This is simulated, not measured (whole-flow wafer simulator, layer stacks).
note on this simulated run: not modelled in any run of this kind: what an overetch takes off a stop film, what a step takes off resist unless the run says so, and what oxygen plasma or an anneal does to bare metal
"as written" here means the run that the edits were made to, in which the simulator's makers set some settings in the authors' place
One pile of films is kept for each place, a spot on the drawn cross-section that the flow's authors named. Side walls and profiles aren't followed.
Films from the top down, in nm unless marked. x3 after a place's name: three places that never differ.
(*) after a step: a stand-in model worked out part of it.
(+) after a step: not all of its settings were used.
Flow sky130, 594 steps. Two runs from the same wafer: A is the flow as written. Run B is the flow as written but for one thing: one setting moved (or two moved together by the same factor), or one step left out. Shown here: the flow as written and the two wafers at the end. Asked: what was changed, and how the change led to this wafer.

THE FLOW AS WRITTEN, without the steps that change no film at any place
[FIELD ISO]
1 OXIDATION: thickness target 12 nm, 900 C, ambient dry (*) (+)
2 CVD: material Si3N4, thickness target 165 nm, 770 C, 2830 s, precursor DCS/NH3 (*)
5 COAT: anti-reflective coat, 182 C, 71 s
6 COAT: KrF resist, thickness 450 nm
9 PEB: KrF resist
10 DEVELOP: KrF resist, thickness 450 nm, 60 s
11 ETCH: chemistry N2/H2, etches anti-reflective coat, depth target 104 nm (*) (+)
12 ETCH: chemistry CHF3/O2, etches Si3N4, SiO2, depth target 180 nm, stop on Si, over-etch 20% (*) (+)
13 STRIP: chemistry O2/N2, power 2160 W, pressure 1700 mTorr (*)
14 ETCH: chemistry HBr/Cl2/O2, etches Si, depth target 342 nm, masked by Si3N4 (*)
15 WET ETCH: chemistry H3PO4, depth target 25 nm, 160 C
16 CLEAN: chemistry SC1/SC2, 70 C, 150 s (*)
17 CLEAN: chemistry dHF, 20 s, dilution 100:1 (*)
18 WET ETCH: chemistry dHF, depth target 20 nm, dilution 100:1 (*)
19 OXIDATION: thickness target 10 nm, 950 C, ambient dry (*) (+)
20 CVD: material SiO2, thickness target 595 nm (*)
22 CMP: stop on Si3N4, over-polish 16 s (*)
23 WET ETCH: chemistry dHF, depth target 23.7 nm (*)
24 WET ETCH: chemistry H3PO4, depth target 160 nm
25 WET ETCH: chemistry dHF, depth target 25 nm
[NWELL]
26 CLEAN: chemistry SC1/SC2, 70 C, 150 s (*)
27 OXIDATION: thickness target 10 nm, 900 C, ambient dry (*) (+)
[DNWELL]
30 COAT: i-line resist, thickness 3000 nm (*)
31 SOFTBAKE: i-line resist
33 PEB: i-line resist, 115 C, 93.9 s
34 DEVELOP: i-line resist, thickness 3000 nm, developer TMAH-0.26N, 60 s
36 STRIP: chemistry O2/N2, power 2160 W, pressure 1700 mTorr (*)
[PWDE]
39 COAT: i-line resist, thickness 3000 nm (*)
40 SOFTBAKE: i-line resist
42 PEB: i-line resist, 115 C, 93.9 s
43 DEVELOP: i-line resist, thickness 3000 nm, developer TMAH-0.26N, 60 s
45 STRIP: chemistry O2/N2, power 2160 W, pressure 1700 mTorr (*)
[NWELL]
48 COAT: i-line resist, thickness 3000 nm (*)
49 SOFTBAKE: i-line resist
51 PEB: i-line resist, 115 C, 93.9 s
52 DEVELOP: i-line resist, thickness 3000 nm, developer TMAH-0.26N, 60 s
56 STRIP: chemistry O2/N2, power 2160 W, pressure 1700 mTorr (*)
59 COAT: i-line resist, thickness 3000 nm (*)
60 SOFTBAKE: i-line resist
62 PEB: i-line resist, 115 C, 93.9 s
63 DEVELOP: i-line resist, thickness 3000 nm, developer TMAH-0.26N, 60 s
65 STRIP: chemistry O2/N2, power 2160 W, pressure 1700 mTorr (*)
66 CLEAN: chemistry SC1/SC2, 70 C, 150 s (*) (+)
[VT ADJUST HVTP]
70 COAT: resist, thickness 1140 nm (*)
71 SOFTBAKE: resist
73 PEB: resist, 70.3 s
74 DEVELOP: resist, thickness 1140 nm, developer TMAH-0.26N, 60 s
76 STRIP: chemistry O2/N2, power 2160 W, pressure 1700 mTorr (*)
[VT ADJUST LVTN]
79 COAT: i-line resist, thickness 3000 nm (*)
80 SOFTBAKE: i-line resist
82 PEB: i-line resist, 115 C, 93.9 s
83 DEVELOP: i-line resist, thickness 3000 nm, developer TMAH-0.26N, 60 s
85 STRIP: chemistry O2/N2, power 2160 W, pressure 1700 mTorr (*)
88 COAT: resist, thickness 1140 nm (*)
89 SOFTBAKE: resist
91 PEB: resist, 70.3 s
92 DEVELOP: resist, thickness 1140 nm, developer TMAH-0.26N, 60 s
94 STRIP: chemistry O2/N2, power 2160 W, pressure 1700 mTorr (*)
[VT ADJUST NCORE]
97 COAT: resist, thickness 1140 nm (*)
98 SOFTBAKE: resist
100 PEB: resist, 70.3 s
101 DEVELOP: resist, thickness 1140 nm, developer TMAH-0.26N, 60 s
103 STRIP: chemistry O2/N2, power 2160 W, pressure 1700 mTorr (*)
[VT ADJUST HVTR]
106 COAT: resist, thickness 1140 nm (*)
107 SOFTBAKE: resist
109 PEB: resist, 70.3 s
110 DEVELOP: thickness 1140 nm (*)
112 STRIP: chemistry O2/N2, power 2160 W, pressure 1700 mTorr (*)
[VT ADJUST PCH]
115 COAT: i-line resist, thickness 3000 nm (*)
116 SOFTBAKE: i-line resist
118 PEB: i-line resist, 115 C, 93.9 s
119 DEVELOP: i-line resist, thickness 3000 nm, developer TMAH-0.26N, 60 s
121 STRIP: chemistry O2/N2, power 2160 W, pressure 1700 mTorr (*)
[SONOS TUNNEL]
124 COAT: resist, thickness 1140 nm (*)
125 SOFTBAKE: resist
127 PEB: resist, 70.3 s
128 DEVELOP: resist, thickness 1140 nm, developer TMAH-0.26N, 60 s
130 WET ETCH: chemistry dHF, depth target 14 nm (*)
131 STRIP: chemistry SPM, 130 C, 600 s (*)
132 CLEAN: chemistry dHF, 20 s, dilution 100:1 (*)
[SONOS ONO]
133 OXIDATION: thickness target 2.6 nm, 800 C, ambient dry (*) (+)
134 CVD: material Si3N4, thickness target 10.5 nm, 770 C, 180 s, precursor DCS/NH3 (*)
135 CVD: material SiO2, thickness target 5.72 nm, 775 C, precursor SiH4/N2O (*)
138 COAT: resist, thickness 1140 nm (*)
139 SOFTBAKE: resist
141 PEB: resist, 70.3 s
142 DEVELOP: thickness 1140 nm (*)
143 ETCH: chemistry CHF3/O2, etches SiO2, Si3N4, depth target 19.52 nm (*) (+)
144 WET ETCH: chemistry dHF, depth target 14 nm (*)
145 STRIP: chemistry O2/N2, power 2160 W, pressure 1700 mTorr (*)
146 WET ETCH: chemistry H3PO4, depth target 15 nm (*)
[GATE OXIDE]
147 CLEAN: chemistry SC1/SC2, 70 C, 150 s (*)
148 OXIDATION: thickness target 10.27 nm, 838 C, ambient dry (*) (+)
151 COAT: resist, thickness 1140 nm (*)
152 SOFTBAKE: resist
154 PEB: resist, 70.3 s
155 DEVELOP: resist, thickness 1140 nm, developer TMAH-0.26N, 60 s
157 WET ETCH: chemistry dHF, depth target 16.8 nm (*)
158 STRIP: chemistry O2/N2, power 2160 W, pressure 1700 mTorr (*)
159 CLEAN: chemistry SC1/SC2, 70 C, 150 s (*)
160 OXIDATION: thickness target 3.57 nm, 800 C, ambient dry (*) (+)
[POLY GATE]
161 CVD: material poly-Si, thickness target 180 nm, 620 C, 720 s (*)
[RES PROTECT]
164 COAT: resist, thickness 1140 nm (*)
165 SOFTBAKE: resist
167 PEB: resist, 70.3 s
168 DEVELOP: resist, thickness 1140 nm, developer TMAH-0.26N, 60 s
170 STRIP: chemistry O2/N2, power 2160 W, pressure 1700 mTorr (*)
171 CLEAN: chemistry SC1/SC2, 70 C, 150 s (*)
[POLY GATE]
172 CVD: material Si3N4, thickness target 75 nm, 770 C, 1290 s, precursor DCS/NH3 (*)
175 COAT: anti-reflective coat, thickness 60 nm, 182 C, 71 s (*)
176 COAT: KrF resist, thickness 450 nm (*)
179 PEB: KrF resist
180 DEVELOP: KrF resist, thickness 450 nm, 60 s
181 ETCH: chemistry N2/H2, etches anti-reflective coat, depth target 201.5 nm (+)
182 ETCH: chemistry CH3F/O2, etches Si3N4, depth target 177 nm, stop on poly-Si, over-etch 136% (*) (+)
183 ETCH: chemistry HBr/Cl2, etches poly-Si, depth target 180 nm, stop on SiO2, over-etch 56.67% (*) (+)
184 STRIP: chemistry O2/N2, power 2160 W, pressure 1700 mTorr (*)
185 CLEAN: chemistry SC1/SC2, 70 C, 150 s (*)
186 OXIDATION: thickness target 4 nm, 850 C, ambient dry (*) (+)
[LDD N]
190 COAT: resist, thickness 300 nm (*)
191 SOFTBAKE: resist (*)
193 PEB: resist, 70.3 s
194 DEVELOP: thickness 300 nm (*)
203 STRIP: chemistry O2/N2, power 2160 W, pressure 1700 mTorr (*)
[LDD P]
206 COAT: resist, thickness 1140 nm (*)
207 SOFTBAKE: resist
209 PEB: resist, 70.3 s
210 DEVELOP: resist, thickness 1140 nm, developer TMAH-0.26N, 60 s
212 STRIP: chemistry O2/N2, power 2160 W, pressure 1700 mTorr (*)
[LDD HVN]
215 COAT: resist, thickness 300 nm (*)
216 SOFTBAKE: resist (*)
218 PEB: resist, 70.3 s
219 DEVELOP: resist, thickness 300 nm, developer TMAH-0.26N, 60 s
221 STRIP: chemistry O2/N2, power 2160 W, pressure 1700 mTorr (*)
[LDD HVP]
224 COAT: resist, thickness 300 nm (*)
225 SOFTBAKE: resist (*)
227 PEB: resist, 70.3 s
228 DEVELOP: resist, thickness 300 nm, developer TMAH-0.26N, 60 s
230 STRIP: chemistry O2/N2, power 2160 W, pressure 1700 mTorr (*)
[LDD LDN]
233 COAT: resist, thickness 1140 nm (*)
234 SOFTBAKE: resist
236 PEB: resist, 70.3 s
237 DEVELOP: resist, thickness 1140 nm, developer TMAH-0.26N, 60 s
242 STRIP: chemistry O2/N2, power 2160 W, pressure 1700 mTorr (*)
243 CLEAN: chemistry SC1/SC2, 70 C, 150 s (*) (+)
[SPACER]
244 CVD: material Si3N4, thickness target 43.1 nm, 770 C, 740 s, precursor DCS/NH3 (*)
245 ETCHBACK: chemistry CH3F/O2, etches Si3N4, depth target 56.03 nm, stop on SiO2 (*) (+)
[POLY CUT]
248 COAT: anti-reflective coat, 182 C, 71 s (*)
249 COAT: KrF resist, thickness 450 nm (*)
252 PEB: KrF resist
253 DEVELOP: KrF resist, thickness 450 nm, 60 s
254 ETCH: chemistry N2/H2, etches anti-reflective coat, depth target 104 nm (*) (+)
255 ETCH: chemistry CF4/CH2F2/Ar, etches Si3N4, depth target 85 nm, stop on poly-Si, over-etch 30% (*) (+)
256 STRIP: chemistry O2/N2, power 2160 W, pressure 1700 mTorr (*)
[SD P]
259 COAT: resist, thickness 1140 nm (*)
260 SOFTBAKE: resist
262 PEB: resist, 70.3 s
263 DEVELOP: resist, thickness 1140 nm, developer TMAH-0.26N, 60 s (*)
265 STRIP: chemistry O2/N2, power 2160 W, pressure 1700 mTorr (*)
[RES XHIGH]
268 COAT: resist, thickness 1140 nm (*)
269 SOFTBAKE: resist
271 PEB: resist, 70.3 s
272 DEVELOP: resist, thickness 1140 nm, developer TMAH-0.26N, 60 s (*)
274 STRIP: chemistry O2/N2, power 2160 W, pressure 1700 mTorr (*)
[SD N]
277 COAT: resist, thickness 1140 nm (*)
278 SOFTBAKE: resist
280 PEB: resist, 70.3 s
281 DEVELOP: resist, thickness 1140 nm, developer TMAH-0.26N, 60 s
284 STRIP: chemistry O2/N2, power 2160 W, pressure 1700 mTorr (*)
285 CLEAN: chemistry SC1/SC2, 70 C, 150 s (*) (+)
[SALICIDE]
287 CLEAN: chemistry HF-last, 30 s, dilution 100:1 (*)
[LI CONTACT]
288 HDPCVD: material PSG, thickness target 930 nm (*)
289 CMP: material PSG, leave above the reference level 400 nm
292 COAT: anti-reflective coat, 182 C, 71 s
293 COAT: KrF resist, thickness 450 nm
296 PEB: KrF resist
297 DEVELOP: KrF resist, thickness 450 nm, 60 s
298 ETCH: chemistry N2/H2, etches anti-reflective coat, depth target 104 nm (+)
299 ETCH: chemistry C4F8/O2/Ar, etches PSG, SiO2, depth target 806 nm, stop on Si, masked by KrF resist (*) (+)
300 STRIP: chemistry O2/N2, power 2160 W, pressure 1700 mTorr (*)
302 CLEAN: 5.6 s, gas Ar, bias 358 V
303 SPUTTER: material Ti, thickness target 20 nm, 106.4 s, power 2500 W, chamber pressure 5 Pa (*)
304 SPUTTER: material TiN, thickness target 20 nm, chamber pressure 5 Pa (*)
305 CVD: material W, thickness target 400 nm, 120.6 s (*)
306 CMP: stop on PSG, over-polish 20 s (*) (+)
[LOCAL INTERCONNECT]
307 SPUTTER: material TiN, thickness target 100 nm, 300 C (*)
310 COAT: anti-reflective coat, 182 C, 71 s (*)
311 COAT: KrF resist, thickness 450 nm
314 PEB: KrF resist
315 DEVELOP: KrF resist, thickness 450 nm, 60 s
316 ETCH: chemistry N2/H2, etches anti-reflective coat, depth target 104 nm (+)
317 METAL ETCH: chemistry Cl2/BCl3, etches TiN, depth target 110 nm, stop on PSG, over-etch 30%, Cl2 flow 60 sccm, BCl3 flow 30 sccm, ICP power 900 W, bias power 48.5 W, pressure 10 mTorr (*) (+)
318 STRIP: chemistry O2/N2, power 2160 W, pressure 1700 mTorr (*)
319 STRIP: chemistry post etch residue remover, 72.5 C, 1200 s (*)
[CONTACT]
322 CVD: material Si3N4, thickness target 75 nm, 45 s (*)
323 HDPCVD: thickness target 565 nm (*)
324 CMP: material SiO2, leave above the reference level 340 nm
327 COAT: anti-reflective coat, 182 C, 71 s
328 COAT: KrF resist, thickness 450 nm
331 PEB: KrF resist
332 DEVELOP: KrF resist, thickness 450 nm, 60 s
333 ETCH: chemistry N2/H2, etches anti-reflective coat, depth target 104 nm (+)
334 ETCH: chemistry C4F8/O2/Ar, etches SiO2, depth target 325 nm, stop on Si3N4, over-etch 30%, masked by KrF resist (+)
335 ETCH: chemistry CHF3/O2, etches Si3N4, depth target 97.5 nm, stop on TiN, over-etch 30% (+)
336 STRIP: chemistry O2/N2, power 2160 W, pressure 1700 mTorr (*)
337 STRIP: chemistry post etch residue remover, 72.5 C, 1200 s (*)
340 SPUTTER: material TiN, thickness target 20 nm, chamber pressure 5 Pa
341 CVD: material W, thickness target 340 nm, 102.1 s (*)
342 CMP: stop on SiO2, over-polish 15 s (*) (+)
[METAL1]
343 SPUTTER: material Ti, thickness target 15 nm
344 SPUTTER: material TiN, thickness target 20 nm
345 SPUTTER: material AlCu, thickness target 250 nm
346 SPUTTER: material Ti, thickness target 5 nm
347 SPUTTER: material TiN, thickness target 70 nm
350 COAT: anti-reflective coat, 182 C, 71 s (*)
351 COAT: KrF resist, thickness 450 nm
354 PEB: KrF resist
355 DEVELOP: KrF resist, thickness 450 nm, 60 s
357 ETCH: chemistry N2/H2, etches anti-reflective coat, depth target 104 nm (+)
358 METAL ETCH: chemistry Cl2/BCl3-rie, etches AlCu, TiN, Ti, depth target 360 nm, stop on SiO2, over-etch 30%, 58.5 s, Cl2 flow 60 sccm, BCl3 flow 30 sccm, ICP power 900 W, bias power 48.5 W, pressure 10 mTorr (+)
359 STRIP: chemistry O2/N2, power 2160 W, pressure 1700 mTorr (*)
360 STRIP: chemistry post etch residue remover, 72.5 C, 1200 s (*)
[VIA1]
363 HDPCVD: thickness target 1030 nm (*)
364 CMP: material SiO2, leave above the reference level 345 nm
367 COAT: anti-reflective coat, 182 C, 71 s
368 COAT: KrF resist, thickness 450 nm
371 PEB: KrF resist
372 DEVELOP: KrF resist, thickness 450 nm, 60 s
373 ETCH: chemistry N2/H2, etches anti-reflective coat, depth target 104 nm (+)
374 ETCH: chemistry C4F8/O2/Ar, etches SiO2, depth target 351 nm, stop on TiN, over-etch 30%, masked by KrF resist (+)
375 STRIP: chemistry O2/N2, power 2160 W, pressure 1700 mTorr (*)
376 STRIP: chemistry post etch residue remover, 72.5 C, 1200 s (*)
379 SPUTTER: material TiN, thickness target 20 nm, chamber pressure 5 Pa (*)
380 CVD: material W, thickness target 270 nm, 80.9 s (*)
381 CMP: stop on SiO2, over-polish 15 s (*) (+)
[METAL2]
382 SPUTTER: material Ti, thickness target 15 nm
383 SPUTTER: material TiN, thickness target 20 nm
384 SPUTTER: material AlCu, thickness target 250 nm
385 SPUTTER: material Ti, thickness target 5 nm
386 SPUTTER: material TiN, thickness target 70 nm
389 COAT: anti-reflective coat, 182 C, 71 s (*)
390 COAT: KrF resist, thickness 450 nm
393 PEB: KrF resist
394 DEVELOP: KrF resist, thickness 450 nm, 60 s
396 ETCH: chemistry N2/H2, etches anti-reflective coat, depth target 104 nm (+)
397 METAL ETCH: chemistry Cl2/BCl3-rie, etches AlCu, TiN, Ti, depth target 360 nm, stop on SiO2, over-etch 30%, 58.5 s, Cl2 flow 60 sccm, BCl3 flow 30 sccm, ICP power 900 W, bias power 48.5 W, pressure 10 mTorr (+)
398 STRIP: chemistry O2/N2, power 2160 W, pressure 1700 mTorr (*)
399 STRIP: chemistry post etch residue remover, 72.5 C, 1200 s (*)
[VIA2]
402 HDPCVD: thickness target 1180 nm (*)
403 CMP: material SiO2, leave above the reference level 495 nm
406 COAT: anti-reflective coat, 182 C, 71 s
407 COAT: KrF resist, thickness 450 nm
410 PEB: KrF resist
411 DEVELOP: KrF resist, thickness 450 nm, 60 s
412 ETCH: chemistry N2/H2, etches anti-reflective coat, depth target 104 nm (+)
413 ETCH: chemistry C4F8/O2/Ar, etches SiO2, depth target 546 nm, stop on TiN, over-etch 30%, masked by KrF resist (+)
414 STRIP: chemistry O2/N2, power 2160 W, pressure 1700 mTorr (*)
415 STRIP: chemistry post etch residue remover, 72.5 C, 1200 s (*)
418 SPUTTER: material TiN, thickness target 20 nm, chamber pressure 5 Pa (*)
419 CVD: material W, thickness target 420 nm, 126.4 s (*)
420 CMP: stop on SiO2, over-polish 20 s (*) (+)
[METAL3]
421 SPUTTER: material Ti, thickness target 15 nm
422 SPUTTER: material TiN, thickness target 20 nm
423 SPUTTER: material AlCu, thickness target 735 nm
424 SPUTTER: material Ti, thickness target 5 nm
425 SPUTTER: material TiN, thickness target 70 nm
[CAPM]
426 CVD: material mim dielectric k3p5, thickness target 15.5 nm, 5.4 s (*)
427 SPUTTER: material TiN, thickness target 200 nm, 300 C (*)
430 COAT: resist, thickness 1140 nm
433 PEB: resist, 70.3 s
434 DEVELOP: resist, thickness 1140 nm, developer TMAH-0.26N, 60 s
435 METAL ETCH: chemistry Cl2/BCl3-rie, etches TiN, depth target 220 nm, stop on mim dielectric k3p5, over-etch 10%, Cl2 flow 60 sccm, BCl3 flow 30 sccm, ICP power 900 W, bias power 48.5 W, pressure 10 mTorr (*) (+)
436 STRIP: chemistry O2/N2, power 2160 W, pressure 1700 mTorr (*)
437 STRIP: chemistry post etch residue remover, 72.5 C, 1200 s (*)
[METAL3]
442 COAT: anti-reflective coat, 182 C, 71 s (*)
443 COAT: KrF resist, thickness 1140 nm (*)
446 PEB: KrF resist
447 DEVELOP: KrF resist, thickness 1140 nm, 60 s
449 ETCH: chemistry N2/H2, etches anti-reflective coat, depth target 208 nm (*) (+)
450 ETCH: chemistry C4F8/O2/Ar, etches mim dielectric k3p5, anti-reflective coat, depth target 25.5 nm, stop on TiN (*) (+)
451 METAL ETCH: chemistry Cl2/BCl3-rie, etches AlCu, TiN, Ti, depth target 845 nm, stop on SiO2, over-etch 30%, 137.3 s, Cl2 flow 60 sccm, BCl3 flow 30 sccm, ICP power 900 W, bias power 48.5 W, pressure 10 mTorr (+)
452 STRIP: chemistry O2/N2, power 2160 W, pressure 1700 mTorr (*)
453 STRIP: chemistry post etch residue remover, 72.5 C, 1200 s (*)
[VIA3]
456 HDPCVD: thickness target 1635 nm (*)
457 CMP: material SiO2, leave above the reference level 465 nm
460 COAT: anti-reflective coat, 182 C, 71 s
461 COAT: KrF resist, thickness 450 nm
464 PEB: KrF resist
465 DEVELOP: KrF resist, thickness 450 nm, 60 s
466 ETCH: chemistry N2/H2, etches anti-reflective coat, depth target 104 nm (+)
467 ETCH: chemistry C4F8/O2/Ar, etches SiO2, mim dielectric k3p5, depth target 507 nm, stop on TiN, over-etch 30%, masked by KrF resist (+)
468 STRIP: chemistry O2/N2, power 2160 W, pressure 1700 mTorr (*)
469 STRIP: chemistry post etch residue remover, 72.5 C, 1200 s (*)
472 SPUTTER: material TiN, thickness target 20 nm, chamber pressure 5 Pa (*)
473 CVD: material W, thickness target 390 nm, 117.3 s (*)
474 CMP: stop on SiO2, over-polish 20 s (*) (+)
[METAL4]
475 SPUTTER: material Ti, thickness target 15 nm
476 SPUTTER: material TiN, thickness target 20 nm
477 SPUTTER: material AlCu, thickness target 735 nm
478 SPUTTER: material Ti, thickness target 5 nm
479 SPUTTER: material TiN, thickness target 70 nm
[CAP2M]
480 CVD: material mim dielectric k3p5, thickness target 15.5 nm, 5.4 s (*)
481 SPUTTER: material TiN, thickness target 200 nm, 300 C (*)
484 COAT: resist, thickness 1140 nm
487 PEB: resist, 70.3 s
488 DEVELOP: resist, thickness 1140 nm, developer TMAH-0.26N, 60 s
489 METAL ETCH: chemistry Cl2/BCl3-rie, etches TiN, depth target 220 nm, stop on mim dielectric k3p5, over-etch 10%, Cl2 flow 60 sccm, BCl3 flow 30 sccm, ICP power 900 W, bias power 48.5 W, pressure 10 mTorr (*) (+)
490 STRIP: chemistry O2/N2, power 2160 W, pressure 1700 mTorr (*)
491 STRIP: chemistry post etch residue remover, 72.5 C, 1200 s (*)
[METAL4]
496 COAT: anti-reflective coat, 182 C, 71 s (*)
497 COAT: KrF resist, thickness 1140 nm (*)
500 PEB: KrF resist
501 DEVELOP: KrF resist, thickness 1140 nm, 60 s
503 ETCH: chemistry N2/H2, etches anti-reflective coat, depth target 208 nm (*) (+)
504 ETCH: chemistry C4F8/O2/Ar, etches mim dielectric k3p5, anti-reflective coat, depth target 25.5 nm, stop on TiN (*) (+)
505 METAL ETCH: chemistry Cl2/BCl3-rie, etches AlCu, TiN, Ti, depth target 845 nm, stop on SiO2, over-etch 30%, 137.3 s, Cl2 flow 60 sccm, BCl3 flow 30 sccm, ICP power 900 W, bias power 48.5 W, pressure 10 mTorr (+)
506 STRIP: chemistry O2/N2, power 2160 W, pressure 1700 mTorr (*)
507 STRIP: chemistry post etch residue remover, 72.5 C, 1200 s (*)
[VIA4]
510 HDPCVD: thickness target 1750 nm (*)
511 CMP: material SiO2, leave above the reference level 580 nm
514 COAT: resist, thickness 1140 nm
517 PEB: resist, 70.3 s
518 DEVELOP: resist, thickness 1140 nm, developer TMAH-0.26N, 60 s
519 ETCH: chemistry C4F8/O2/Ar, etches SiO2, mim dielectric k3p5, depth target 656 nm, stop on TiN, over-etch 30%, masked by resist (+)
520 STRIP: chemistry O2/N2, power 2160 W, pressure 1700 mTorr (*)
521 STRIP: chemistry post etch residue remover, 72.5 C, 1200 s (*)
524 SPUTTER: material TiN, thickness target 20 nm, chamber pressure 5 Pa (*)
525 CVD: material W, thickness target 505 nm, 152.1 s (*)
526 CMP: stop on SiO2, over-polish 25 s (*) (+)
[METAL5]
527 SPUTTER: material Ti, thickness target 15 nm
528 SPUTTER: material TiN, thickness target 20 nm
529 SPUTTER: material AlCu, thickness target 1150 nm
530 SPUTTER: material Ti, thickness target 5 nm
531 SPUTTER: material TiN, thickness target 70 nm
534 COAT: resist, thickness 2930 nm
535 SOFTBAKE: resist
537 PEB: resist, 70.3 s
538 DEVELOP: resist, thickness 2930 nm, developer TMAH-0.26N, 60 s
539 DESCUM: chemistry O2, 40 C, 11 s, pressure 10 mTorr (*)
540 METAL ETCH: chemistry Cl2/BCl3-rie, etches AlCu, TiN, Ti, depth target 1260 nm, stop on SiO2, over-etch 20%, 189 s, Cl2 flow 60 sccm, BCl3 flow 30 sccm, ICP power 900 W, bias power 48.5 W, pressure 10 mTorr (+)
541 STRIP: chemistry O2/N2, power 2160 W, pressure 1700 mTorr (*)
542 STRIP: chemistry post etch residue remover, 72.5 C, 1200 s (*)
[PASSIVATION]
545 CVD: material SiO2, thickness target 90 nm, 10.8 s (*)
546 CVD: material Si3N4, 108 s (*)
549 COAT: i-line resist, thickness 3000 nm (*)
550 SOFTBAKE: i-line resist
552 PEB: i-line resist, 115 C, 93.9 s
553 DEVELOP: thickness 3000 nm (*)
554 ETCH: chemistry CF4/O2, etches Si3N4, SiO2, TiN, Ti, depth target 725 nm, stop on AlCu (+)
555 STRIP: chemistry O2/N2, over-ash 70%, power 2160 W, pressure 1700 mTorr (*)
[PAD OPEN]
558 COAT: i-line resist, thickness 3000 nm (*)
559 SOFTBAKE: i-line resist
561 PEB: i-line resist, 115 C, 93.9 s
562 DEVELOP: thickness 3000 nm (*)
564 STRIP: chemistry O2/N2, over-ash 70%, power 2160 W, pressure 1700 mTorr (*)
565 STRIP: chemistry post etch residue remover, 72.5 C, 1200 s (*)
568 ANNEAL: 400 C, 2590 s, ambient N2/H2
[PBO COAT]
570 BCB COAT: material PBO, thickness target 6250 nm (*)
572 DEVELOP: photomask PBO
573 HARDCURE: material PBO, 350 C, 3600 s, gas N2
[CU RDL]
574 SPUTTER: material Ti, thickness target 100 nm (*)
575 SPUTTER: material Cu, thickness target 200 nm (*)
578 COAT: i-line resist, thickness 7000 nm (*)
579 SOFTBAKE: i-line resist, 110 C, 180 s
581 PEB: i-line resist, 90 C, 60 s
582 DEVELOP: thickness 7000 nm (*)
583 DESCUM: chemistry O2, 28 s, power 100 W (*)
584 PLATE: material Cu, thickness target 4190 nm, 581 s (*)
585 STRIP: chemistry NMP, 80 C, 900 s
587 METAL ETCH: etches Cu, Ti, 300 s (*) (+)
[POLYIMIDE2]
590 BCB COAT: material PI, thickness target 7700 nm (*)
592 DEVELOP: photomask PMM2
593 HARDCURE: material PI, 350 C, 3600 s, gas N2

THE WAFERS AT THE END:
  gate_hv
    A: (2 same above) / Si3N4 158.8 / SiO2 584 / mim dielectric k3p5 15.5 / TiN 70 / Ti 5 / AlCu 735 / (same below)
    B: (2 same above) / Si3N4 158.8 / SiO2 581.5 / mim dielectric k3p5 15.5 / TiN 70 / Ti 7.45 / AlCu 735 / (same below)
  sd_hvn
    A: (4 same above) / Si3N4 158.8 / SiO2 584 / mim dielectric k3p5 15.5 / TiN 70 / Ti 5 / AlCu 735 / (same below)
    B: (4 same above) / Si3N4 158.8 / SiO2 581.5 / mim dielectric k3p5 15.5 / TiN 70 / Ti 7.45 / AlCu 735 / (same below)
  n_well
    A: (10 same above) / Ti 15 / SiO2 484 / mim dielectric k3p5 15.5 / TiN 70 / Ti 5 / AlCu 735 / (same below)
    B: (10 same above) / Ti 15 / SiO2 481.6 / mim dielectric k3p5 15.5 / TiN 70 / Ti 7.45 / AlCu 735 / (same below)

The cause: step 478, SPUTTER: thickness target 7.45 nm was run, where the flow has thickness target 5 nm.
It can be read off the wafer: gate_hv has Ti 7.45, and step 478 as written asks for 5 nm.

How the change led to this, step by step:
  478 SPUTTER: material Ti, thickness target 5 nm
      field, active, n_well and 189 more: A Ti +5 (new film) | B Ti +7.45 (new film)
  505 METAL ETCH: chemistry Cl2/BCl3-rie, etches AlCu, TiN, Ti, depth target 845 nm, stop on SiO2, over-etch 30%, 137.3 s, Cl2 flow 60 sccm, BCl3 flow 30 sccm, ICP power 900 W, bias power 48.5 W, pressure 10 mTorr (+)
      field, gate, spacer and 68 more: A TiN -70 (all of it), Ti -5 (all of it), AlCu -735 (all of it), TiN -20 (all of it), Ti -15 (all of it), SiO2 -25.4 | B TiN -70 (all of it), Ti -7.45 (all of it), AlCu -735 (all of it), TiN -20 (all of it), Ti -15 (all of it), SiO2 -25.1
      active, vpp_iso1, mim_edge_plate and 14 more: A TiN -70 (all of it), Ti -5 (all of it), AlCu -735 (all of it), TiN -20 (all of it), Ti -15 (all of it), SiO2 -25.3 | B TiN -70 (all of it), Ti -7.45 (all of it), AlCu -735 (all of it), TiN -20 (all of it), Ti -15 (all of it), SiO2 -25.1
